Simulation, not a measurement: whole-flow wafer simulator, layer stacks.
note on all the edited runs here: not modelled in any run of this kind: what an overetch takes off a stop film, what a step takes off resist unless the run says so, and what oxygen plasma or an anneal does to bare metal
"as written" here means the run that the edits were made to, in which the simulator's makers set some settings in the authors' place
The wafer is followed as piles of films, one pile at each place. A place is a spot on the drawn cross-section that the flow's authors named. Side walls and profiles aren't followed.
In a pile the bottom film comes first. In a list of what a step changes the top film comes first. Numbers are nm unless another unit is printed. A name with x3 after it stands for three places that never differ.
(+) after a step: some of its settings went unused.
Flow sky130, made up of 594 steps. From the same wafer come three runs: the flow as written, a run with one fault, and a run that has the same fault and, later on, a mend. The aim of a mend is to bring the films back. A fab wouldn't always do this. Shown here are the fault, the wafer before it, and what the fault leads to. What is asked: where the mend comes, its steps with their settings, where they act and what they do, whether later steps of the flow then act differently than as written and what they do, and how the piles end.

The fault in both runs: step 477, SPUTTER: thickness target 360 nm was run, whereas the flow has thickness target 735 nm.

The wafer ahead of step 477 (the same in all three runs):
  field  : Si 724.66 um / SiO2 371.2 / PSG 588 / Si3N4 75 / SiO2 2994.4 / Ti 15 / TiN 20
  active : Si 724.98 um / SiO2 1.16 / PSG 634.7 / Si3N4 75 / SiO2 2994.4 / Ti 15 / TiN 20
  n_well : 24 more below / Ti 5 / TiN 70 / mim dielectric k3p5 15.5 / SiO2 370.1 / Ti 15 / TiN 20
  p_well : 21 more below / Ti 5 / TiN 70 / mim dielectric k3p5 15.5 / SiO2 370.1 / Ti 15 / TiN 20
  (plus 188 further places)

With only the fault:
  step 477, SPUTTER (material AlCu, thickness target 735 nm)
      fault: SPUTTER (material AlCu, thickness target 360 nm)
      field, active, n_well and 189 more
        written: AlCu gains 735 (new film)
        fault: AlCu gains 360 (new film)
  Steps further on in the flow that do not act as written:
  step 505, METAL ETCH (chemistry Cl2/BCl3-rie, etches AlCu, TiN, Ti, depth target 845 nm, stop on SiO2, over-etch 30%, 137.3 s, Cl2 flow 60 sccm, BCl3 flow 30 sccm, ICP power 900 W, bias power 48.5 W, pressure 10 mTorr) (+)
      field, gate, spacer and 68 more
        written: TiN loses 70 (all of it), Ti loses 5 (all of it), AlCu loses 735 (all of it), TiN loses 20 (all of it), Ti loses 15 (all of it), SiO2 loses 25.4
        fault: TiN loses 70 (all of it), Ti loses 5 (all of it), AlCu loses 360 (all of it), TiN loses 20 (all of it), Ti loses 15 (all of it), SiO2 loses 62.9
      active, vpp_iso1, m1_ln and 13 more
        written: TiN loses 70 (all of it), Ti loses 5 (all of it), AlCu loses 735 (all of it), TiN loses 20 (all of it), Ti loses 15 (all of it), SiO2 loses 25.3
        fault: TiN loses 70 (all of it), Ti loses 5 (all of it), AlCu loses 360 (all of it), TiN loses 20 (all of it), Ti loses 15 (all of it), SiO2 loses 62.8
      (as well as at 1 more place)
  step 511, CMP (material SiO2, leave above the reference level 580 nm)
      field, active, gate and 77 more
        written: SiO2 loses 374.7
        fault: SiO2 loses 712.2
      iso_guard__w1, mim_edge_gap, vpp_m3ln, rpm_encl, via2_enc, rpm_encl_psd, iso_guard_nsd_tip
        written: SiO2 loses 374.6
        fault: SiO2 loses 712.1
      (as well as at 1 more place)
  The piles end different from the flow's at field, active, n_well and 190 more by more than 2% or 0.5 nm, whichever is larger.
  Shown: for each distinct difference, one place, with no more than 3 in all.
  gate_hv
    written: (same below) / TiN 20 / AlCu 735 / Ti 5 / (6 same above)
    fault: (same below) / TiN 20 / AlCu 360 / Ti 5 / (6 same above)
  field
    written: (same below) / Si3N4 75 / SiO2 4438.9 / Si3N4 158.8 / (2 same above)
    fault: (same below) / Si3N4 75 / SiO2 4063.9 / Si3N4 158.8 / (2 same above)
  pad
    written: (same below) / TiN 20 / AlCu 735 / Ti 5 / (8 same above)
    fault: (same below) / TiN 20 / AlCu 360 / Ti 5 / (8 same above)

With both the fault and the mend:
  After step 477 comes the mend.
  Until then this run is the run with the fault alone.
  step 477a, SPUTTER (material AlCu, thickness target 375 nm) (a further turn of the flow's step 477, with different settings)
      field, active, n_well and 189 more
        AlCu gains 375
  Every later step of the flow that is run acts as written at every place that is followed.
  The piles end the same as the flow's at every place that both follow.
